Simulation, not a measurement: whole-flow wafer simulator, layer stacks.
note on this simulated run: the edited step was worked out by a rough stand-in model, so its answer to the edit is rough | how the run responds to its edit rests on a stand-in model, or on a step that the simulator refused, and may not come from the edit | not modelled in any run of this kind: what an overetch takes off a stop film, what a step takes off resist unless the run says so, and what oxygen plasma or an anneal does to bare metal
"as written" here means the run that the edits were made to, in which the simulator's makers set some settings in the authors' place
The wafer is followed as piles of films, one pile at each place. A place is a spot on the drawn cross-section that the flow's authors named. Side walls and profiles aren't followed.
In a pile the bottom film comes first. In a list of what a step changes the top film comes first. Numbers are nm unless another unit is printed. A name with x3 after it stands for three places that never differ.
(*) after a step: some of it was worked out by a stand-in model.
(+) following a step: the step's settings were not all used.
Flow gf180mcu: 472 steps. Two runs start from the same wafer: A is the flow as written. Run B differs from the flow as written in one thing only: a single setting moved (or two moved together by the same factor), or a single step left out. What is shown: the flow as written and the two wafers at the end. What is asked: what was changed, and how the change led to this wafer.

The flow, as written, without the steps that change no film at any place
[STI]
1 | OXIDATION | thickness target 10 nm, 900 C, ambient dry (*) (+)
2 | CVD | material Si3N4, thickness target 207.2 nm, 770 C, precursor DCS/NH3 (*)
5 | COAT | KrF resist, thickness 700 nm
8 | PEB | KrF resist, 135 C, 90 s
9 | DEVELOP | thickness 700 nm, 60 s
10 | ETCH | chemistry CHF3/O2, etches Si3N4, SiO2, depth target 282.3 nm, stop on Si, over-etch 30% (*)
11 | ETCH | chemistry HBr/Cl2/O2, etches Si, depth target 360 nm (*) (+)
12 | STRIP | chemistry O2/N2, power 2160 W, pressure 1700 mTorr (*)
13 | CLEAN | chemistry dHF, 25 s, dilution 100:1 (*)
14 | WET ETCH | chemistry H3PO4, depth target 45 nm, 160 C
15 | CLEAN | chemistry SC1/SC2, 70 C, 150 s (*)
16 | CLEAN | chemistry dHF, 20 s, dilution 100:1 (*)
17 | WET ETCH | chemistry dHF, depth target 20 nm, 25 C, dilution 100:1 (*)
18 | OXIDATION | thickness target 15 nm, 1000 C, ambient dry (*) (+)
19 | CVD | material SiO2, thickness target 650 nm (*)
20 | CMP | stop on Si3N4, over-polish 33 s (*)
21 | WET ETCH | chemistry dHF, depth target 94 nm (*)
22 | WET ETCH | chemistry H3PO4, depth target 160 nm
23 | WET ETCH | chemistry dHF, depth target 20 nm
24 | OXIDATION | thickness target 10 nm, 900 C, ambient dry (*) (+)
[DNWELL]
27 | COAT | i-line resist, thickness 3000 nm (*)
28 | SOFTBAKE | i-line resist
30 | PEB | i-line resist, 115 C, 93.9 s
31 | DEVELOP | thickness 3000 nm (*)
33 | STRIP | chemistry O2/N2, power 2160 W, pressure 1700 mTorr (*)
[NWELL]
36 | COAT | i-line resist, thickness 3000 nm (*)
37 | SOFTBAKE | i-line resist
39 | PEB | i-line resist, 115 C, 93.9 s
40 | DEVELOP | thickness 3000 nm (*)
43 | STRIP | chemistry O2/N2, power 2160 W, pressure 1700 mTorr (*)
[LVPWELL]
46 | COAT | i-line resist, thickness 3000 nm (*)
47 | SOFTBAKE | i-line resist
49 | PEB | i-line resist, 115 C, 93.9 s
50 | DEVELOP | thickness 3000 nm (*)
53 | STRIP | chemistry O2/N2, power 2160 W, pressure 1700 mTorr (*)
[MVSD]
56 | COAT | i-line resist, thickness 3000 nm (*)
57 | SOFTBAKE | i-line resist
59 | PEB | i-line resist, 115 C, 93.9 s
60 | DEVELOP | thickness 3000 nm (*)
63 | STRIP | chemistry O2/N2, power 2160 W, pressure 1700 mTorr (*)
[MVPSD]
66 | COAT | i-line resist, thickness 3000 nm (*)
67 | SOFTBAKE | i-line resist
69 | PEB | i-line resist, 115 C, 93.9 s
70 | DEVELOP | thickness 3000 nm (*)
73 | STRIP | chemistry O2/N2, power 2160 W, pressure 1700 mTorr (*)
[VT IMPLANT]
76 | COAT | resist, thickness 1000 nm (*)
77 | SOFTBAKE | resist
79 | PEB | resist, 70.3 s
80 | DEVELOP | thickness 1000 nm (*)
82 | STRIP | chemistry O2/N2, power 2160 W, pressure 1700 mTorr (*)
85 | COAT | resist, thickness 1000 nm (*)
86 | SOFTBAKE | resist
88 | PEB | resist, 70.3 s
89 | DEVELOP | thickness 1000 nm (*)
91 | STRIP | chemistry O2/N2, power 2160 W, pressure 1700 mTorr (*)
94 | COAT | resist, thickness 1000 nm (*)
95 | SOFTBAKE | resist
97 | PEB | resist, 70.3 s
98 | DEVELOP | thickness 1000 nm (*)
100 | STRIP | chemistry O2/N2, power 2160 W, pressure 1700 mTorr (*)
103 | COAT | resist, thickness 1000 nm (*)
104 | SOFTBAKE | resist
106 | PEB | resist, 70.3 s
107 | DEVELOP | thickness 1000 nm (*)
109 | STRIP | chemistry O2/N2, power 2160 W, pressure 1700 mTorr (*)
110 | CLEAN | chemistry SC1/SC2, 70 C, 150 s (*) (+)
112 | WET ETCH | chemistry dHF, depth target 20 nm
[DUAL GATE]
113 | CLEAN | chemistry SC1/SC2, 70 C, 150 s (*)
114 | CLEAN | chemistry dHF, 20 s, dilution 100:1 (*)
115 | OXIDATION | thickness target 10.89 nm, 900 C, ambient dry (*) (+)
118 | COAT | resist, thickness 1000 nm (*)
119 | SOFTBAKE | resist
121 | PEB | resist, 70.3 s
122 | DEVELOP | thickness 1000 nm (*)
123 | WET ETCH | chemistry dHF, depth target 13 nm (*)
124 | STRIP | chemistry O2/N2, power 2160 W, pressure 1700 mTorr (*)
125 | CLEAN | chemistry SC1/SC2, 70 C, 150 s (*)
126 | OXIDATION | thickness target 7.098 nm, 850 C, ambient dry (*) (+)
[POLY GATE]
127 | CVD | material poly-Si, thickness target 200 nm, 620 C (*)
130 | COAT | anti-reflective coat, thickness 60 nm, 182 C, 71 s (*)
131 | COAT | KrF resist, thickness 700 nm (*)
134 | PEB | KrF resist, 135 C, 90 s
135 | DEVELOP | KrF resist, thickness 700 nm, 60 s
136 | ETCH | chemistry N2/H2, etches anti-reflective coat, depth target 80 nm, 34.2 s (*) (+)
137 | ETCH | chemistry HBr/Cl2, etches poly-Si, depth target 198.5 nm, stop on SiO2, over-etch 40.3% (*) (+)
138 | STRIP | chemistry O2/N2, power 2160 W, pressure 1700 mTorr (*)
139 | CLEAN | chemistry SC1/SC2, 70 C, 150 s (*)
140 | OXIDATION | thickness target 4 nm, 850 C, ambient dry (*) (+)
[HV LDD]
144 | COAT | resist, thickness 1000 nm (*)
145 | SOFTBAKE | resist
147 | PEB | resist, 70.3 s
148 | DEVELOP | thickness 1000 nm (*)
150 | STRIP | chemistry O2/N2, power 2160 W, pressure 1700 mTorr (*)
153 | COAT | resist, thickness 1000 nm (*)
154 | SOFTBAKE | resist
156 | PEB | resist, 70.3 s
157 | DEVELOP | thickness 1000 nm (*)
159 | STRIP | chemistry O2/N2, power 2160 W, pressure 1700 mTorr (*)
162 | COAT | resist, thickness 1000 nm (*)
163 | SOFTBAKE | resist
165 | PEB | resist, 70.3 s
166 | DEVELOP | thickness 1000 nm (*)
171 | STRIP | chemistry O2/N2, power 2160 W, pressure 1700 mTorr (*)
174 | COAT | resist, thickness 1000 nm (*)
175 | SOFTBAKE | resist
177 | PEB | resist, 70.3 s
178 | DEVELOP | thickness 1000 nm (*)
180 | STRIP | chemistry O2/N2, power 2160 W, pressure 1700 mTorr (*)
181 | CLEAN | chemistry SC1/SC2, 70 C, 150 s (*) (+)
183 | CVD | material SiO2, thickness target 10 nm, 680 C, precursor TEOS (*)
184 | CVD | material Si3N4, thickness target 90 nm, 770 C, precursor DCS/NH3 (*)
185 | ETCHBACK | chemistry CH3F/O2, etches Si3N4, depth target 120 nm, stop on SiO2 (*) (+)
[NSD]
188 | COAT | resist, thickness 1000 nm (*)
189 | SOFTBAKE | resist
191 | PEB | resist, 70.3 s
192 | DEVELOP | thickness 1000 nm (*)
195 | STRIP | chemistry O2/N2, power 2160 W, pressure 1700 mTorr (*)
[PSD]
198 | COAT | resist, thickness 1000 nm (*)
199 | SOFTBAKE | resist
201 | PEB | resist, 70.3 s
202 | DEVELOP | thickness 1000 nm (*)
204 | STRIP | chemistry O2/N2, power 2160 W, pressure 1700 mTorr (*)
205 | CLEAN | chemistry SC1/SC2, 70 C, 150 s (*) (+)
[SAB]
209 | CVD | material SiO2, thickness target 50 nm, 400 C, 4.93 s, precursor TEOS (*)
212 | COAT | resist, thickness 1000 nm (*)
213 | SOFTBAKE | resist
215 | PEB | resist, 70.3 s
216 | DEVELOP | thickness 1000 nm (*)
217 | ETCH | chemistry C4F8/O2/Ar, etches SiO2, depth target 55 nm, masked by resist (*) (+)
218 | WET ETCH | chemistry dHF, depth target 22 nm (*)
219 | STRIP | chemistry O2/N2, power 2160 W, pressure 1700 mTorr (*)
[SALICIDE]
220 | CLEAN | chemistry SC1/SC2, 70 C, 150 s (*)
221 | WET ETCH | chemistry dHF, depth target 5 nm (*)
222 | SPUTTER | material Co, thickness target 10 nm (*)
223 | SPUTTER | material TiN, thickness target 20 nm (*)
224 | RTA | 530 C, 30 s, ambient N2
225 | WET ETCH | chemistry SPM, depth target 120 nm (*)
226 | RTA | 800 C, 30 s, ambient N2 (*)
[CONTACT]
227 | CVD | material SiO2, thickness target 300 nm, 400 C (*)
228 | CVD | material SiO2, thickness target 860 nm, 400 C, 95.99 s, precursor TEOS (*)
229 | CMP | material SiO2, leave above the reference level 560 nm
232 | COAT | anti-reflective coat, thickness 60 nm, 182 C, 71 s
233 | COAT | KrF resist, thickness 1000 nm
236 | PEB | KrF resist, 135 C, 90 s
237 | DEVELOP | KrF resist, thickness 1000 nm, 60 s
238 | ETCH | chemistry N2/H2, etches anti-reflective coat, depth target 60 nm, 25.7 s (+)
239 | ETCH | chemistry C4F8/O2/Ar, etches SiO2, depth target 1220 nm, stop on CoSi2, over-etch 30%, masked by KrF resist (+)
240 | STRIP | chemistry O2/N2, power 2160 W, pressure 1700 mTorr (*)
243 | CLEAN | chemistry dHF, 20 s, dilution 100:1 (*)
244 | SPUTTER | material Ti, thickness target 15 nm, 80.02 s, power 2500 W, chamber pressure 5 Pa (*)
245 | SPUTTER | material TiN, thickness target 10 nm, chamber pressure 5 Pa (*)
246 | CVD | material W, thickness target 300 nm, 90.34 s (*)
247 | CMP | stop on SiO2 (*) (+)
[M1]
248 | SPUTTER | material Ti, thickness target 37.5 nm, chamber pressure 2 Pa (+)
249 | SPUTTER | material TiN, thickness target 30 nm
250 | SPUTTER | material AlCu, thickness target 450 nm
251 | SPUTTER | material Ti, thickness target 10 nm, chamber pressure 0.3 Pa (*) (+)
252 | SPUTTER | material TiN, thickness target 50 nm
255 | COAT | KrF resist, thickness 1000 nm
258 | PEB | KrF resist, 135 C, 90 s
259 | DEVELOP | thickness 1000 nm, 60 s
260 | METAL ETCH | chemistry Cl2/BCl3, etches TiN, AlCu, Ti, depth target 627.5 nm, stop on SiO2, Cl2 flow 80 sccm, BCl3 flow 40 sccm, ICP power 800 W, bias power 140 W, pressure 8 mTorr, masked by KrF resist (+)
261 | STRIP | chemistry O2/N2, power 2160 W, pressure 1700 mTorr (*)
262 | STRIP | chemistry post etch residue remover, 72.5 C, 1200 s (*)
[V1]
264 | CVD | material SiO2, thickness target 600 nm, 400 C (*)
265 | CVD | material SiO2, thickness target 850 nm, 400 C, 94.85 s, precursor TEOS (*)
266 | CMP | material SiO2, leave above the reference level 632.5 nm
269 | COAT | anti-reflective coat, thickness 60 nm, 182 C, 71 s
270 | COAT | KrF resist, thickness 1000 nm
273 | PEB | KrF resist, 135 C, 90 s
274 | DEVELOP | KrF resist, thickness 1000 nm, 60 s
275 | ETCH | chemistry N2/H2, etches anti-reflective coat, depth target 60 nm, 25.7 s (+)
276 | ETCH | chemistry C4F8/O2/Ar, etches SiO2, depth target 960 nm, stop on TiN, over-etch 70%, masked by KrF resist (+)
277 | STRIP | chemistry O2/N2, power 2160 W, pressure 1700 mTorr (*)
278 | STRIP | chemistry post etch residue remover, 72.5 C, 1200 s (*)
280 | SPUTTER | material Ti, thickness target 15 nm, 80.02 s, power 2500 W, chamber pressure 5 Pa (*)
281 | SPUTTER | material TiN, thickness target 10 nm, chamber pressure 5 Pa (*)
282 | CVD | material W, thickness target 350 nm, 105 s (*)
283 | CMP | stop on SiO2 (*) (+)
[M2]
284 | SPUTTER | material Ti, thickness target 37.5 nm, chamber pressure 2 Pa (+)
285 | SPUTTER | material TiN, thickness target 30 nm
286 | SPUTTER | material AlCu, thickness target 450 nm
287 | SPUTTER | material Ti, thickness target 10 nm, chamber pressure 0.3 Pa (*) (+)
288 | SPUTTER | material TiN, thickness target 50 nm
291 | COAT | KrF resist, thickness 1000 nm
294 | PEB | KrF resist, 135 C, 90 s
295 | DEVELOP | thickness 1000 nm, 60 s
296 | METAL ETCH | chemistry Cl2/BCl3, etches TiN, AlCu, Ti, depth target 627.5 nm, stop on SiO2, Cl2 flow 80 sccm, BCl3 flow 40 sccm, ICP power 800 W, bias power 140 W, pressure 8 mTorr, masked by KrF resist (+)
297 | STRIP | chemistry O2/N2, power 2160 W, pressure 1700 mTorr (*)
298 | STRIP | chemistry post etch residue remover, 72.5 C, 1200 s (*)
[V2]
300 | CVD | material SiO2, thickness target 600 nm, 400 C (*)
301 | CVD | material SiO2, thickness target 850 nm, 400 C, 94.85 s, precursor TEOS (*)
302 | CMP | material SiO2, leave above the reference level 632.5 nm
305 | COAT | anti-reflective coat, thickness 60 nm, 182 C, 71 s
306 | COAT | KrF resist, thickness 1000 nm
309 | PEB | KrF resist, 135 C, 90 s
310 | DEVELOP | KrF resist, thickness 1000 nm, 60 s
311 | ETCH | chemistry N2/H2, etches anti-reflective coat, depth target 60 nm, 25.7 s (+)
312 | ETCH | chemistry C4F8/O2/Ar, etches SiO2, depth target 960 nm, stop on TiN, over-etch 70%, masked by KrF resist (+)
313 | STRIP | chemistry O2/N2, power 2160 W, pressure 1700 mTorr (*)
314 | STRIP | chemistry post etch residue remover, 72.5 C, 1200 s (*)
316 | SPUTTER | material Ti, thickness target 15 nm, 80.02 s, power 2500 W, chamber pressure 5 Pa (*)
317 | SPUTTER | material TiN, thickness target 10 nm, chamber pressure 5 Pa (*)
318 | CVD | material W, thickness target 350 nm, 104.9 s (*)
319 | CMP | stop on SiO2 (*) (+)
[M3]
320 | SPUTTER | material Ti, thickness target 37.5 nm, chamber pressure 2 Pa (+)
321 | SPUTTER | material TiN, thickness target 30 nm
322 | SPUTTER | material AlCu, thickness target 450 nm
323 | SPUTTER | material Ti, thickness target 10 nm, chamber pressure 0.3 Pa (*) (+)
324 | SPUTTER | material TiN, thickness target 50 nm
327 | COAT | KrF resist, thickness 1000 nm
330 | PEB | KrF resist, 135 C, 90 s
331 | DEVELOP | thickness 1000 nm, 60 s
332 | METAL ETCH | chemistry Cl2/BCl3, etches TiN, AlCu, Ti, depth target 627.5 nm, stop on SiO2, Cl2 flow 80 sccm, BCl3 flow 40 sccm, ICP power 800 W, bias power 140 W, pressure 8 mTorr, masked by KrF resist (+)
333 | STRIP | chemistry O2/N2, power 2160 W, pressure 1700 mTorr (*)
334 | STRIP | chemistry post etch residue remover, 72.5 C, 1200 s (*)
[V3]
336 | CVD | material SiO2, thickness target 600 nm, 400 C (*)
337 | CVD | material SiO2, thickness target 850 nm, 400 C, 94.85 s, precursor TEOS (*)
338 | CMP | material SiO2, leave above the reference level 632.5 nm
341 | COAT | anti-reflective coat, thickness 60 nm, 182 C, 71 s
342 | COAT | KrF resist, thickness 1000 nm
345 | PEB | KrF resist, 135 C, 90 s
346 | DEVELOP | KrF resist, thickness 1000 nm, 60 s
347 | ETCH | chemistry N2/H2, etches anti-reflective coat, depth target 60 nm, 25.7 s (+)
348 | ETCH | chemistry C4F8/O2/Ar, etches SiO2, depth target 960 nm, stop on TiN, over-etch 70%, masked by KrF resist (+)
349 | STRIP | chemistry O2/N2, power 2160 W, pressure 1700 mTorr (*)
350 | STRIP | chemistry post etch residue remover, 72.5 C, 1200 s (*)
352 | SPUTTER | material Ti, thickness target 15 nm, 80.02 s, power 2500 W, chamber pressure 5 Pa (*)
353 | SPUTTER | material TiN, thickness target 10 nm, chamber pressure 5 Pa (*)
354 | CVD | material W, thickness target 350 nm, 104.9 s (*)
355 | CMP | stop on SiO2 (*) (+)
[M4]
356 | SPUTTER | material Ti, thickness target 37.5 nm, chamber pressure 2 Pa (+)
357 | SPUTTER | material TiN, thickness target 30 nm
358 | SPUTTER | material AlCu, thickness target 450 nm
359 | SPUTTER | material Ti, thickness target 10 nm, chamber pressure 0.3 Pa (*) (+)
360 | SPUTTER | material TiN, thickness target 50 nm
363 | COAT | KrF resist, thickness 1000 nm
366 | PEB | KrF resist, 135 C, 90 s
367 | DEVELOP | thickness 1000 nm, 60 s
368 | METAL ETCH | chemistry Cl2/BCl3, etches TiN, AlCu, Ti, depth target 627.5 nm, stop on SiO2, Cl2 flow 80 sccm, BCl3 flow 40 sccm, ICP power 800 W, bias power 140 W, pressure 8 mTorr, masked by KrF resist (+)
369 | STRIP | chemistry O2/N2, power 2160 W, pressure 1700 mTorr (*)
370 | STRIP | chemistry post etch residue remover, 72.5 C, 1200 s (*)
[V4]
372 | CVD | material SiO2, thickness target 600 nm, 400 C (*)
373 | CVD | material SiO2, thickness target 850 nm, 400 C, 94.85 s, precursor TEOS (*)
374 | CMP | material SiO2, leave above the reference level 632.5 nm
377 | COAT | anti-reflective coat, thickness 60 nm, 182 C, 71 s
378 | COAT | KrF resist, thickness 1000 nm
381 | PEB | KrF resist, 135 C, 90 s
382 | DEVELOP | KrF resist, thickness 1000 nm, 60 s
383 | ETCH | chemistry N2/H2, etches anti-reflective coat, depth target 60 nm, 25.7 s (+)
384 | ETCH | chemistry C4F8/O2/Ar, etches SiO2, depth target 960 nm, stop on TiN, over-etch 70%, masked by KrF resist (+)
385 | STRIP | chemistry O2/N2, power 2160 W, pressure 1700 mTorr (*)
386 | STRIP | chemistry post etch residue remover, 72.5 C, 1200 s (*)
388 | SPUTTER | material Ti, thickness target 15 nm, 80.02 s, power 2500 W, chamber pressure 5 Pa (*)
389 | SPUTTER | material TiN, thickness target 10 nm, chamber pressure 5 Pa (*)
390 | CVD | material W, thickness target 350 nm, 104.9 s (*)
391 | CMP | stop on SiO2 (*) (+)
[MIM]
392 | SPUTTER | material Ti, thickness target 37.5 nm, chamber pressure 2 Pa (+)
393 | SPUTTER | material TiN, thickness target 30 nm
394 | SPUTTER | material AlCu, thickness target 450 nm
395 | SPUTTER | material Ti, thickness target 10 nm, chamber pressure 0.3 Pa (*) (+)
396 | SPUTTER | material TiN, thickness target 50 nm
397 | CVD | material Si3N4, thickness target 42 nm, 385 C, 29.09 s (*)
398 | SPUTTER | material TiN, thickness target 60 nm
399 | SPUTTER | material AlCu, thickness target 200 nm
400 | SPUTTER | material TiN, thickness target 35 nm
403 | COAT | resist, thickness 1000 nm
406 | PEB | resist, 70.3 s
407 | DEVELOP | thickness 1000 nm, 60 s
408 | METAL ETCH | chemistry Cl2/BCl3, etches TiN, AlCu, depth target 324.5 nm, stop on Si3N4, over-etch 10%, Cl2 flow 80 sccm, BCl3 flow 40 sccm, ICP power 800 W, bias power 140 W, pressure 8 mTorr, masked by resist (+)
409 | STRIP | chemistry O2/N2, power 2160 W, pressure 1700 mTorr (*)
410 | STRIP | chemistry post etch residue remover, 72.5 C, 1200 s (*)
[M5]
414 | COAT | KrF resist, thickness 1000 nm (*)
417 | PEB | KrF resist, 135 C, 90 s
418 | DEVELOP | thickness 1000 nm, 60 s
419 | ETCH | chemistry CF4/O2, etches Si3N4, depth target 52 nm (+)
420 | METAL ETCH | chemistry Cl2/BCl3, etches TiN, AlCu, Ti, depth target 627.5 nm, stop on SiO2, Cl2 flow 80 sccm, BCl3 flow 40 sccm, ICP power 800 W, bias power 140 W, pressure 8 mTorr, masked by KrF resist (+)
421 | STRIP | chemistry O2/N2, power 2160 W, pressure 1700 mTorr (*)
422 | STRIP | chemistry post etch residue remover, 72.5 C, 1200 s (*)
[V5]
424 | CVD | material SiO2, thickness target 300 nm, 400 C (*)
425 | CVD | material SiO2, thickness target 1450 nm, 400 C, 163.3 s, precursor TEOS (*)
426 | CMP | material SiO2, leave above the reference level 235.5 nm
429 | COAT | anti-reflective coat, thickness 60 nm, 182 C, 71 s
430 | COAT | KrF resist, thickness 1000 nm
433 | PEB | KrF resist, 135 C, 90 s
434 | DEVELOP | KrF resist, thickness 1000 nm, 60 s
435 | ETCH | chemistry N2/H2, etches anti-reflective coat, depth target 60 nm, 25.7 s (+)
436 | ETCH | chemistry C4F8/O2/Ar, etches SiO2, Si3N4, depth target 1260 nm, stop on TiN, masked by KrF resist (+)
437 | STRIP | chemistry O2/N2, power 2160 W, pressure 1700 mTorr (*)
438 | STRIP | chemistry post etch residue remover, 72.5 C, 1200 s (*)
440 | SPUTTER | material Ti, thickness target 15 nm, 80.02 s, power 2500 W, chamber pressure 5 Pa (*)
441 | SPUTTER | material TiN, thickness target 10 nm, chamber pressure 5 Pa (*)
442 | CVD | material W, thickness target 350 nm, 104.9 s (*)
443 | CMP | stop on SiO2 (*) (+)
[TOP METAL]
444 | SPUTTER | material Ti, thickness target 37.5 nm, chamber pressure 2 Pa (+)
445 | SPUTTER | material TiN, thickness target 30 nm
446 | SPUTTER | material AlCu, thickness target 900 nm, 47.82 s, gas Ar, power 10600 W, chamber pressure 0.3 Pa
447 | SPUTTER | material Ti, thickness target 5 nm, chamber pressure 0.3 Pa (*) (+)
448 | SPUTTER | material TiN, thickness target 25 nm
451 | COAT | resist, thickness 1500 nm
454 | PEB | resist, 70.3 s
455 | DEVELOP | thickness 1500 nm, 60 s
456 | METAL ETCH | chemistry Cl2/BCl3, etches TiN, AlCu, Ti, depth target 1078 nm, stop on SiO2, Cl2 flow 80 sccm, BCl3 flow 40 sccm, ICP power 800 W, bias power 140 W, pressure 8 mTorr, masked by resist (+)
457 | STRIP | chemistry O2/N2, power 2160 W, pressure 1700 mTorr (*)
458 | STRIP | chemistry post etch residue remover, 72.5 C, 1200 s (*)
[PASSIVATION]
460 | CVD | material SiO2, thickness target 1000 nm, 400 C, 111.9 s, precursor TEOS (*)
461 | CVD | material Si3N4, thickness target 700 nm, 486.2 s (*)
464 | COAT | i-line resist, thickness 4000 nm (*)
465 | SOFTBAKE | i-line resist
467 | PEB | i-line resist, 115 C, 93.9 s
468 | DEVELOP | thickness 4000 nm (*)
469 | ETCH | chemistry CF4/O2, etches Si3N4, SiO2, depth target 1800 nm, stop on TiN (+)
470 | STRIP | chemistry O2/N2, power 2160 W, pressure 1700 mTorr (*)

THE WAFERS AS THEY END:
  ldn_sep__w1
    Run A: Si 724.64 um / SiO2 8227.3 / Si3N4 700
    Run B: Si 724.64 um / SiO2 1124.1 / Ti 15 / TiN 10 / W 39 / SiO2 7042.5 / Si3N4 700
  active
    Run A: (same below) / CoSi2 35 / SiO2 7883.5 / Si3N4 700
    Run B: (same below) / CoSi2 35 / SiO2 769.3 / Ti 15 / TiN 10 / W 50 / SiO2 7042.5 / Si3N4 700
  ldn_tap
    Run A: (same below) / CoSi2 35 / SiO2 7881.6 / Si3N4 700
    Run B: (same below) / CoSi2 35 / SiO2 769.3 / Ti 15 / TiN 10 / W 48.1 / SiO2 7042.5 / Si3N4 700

Cause: step 228, CVD: thickness target 464 nm was run, while the flow as written has thickness target 860 nm; step 228, CVD: 51.84 s was run, where the flow has 95.99 s.

The path from the change to this, step by step:
  228 | CVD | material SiO2, thickness target 860 nm, 400 C, 95.99 s, precursor TEOS (*)
      field, field__w7, field__w8 and 70 more: A +860 SiO2 | B +472.8 SiO2
      field__w3, field__w12: A +807.3 SiO2 | B +447.5 SiO2
      (as well as at 36 more places)
  229 | CMP | material SiO2, leave above the reference level 560 nm
      ldn_sep__w1, ldn_sep__w2, ldn_dft and 8 more: A -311 SiO2 | B nothing
      active, p_well, sd_n, iso_ptap_pw, iso_ntap_nw, iso_ptap_sub, vpnp_e: A -299.9 SiO2 | B nothing
      (as well as at 93 more places)
  232 | COAT | anti-reflective coat, thickness 60 nm, 182 C, 71 s
      sti, mim_1p0, pad, dice_street: A +60 anti-reflective coat (new film) | B +58.6 anti-reflective coat (new film)
      p_well, sd_n: A +60 anti-reflective coat (new film) | B +55.5 anti-reflective coat (new film)
      (as well as at 99 more places)
  233 | COAT | KrF resist, thickness 1000 nm
      p_well, sti, sd_n, mim_1p0, pad, dice_street: A +1000 KrF resist (new film) | B +1024.3 KrF resist (new film)
      gate_p, nw_enc_fld_lv__w3: A +1000 KrF resist (new film) | B +978.9 KrF resist (new film)
      (as well as at 40 more places)
  237 | DEVELOP | KrF resist, thickness 1000 nm, 60 s
      contact: A -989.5 KrF resist (all of it) | B -1009.7 KrF resist (all of it)
      polyc_n: A -989.5 KrF resist (all of it) | B -947.6 KrF resist (all of it)
      (as well as at 1 more place)
  238 | ETCH | chemistry N2/H2, etches anti-reflective coat, depth target 60 nm, 25.7 s (+)
      contact: A -60 anti-reflective coat (all of it), -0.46 SiO2 | B -71.5 anti-reflective coat (all of it), -0.17 SiO2
      polyc_n: A -60 anti-reflective coat (all of it), -0.46 SiO2 | B -9.96 anti-reflective coat (all of it), -1.74 SiO2
      (as well as at 1 more place)
  239 | ETCH | chemistry C4F8/O2/Ar, etches SiO2, depth target 1220 nm, stop on CoSi2, over-etch 30%, masked by KrF resist (+)
      field, field__w1, field__w2 and 105 more: A -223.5 KrF resist | B -198.6 KrF resist
      contact: A -859.5 SiO2 (all of it) | B -764 SiO2 (all of it)
  240 | STRIP | chemistry O2/N2, power 2160 W, pressure 1700 mTorr (*)
      sti, mim_1p0, pad, dice_street: A -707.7 KrF resist (all of it), -60 anti-reflective coat (all of it) | B -756.6 KrF resist (all of it), -58.6 anti-reflective coat (all of it)
      p_well, sd_n: A -707.7 KrF resist (all of it), -60 anti-reflective coat (all of it) | B -756.6 KrF resist (all of it), -55.5 anti-reflective coat (all of it)
      (as well as at 102 more places)
  244 | SPUTTER | material Ti, thickness target 15 nm, 80.02 s, power 2500 W, chamber pressure 5 Pa (*)
      field__w3: A +15 Ti (new film) | B +14.3 Ti (new film)
      field__w12: A +15 Ti (new film) | B +13.9 Ti (new film)
      (as well as at 3 more places)
  245 | SPUTTER | material TiN, thickness target 10 nm, chamber pressure 5 Pa (*)
      field__w12: A +10 TiN (new film) | B +9.27 TiN (new film)
      ld_drift_n: A +10 TiN (new film) | B +9.36 TiN (new film)
      (as well as at 1 more place)
  246 | CVD | material W, thickness target 300 nm, 90.34 s (*)
      contact: A +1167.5 W (new film) | B +1063.6 W (new film)
  247 | CMP | stop on SiO2 (*) (+)
      gate, gate_hv, spacer and 24 more: A -300 W (all of it), -10 TiN (all of it), -15 Ti (all of it), -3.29 SiO2 | B -300 W (all of it), -10 TiN (all of it), -15 Ti (all of it)
      ldn_sep__w1, ldn_sep__w2, ldn_dft and 8 more: A -300 W (all of it), -10 TiN (all of it), -15 Ti (all of it), -3.29 SiO2 | B -248.8 W
      (as well as at 71 more places)
  260 | METAL ETCH | chemistry Cl2/BCl3, etches TiN, AlCu, Ti, depth target 627.5 nm, stop on SiO2, Cl2 flow 80 sccm, BCl3 flow 40 sccm, ICP power 800 W, bias power 140 W, pressure 8 mTorr, masked by KrF resist (+)
      field, field__w1, field__w2 and 73 more: A -50 TiN (all of it), -10 Ti (all of it), -450 AlCu (all of it), -30 TiN (all of it), -37.5 Ti (all of it) | B -50 TiN (all of it), -10 Ti (all of it), -450 AlCu (all of it), -30 TiN (all of it), -37.5 Ti (all of it), -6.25 W
      sti_nw: A -50 TiN (all of it), -10 Ti (all of it), -450 AlCu (all of it), -30 TiN (all of it), -37.5 Ti (all of it) | B -50 TiN (all of it), -10 Ti (all of it), -450 AlCu (all of it), -30 TiN (all of it), -37.5 Ti (all of it), -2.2 W (all of it), -10 TiN (all of it), -15 Ti (all of it), -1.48 SiO2
  262 | STRIP | chemistry post etch residue remover, 72.5 C, 1200 s (*)
      field, field__w1, field__w2 and 71 more: A nothing | B -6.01 W
      field__w5: A nothing | B -4.01 W (all of it), -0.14 TiN
      (as well as at 1 more place)
  264 | CVD | material SiO2, thickness target 600 nm, 400 C (*)
      field, field__w1, field__w2 and 73 more: A +600 SiO2 | B +600 SiO2 (new film)
  266 | CMP | material SiO2, leave above the reference level 632.5 nm
      field, field__w1, field__w2 and 71 more: A -300 SiO2 | B -287.7 SiO2
      field__w5: A -300 SiO2 | B -289.6 SiO2
      (as well as at 2 more places)
With metal films that touch counted as one body, ldn_sep__w1 has 1 body; the flow as written gives 0 bodies.
With metal films that touch counted as one body, active has 2 bodies (between them, from the top down: SiO2 769.3); the flow as written gives 1 body.
With metal films that touch counted as one body, ldn_tap has 2 bodies (between them, from the top down: SiO2 769.3); the flow as written gives 1 body.
